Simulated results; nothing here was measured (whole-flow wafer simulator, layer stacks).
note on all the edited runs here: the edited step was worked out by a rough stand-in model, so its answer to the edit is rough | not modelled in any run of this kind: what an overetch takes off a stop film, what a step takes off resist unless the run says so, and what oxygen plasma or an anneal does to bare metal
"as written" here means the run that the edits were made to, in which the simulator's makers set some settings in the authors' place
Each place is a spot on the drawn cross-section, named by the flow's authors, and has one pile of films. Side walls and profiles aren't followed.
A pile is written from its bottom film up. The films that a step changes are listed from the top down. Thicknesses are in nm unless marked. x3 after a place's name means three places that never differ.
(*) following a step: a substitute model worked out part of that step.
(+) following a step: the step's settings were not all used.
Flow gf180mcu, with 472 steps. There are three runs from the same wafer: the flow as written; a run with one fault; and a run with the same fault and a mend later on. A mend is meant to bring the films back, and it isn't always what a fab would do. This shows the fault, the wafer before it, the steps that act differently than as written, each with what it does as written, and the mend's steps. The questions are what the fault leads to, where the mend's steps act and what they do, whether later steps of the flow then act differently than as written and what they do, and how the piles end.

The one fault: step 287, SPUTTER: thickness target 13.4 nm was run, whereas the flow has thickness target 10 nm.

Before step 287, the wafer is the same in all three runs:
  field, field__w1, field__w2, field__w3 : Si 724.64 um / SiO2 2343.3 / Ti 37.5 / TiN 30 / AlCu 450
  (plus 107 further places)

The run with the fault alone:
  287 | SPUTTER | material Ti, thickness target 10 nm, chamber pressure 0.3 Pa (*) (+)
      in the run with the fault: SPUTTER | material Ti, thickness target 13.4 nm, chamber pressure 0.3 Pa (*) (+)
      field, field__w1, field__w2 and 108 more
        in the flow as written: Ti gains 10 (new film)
        in the run with the fault: Ti gains 13.4 (new film)
  Steps later in the flow that act otherwise than as written (not shown: 5 more steps that differ only slightly, by at most 2% or 0.5 nm, whichever is larger):
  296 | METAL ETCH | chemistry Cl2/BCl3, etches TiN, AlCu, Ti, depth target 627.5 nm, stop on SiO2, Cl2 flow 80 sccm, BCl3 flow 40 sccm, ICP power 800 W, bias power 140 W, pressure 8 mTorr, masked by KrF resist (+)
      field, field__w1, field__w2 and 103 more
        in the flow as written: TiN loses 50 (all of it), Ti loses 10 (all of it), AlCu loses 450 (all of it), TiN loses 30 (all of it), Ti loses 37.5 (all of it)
        in the run with the fault: TiN loses 50 (all of it), Ti loses 13.4 (all of it), AlCu loses 450 (all of it), TiN loses 30 (all of it), Ti loses 37.5 (all of it)
  At field__w8, contact, m1, m1__w1, m1_nw, the piles at the end differ from the flow's by more than 2% or 0.5 nm, whichever is larger.
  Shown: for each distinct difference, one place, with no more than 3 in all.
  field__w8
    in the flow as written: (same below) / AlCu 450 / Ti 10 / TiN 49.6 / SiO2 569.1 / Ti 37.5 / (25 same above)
    in the run with the fault: (same below) / AlCu 450 / Ti 13.4 / TiN 49.6 / SiO2 565.7 / Ti 37.5 / (25 same above)
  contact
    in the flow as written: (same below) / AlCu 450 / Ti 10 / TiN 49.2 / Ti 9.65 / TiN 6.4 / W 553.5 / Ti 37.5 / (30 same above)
    in the run with the fault: (same below) / AlCu 450 / Ti 13.4 / TiN 49.2 / Ti 9.67 / TiN 6.42 / W 550.1 / Ti 37.5 / (30 same above)

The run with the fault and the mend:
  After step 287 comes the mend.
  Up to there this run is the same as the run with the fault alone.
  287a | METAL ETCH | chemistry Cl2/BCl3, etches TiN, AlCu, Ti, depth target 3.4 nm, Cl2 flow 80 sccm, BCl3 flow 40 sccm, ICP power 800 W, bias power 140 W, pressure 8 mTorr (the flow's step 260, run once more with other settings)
      field, field__w1, field__w2 and 108 more
        Ti loses 3.4
  None of the later steps of the flow acts differently than as written at any place that is followed.
  At every place that both follow, the piles at the end match the flow's.
